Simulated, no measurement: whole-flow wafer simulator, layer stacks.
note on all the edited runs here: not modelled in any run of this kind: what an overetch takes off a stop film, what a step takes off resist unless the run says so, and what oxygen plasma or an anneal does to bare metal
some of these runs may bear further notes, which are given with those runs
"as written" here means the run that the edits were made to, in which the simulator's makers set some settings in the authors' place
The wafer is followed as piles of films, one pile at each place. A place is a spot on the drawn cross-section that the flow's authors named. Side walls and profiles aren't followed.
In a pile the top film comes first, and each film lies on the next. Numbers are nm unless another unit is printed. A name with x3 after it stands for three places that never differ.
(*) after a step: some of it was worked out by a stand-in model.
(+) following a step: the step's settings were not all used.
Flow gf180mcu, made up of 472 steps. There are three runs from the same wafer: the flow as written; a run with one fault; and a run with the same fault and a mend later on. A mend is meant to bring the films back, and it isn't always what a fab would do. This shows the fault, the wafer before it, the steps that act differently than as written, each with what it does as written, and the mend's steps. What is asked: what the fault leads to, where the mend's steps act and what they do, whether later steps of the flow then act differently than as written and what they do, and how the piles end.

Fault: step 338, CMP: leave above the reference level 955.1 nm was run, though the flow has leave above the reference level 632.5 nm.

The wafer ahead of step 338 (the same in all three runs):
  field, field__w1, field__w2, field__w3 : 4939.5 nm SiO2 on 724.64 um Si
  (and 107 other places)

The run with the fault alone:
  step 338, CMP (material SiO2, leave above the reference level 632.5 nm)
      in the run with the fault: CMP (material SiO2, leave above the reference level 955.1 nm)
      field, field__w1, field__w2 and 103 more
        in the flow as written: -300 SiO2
        in the run with the fault: nothing
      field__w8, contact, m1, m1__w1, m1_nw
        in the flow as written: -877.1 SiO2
        in the run with the fault: -554.5 SiO2
  Steps further on in the flow that do not act as written (not shown: 8 more steps that differ only slightly, by at most 2% or 0.5 nm, whichever is larger):
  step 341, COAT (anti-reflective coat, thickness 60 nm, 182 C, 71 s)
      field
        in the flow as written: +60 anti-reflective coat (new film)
        in the run with the fault: +68.9 anti-reflective coat (new film)
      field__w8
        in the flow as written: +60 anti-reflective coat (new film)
        in the run with the fault: +47 anti-reflective coat (new film)
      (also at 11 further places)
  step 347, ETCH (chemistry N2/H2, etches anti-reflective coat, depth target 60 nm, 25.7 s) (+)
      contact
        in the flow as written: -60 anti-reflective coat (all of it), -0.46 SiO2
        in the run with the fault: -47.2 anti-reflective coat (all of it), -0.79 SiO2
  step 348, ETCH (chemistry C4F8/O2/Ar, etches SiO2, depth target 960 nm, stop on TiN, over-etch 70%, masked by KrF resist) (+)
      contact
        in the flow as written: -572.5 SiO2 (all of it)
        in the run with the fault: -894.7 SiO2 (all of it)
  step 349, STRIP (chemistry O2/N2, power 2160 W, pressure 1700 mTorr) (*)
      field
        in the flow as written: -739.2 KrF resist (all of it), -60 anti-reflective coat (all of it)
        in the run with the fault: -734.6 KrF resist (all of it), -68.9 anti-reflective coat (all of it)
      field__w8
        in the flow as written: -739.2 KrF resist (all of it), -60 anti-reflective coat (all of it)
        in the run with the fault: -737.1 KrF resist (all of it), -47 anti-reflective coat (all of it)
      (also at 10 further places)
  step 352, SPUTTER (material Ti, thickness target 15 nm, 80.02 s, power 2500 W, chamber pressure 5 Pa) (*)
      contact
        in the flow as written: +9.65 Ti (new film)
        in the run with the fault: +8.11 Ti (new film)
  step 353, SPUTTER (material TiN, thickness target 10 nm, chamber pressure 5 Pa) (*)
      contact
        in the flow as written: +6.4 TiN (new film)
        in the run with the fault: +5.38 TiN (new film)
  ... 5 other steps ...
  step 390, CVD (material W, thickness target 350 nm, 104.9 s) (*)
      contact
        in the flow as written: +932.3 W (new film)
        in the run with the fault: +954.1 W (new film)
  At field, field__w1, field__w2 and 109 more, the piles at the end differ from the flow's by more than 2% or 0.5 nm, whichever is larger.
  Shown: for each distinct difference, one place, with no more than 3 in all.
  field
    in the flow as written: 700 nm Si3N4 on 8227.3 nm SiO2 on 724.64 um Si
    in the run with the fault: 700 nm Si3N4 on 8548.9 nm SiO2 on 724.64 um Si
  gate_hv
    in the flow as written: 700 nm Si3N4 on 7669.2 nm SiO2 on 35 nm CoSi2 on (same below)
    in the run with the fault: 700 nm Si3N4 on 7990.8 nm SiO2 on 35 nm CoSi2 on (same below)
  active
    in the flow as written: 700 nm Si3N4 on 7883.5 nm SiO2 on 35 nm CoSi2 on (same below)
    in the run with the fault: 700 nm Si3N4 on 8205.1 nm SiO2 on 35 nm CoSi2 on (same below)

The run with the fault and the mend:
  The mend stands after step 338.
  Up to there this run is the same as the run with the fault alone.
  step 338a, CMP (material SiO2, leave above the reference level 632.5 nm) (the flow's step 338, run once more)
      field, field__w1, field__w2 and 103 more
        -300 SiO2
      field__w8, contact, m1, m1__w1, m1_nw
        -322.6 SiO2
  Every later step of the flow that is run acts as written at every place that is followed.
  The piles end the same as the flow's at every place that both follow.
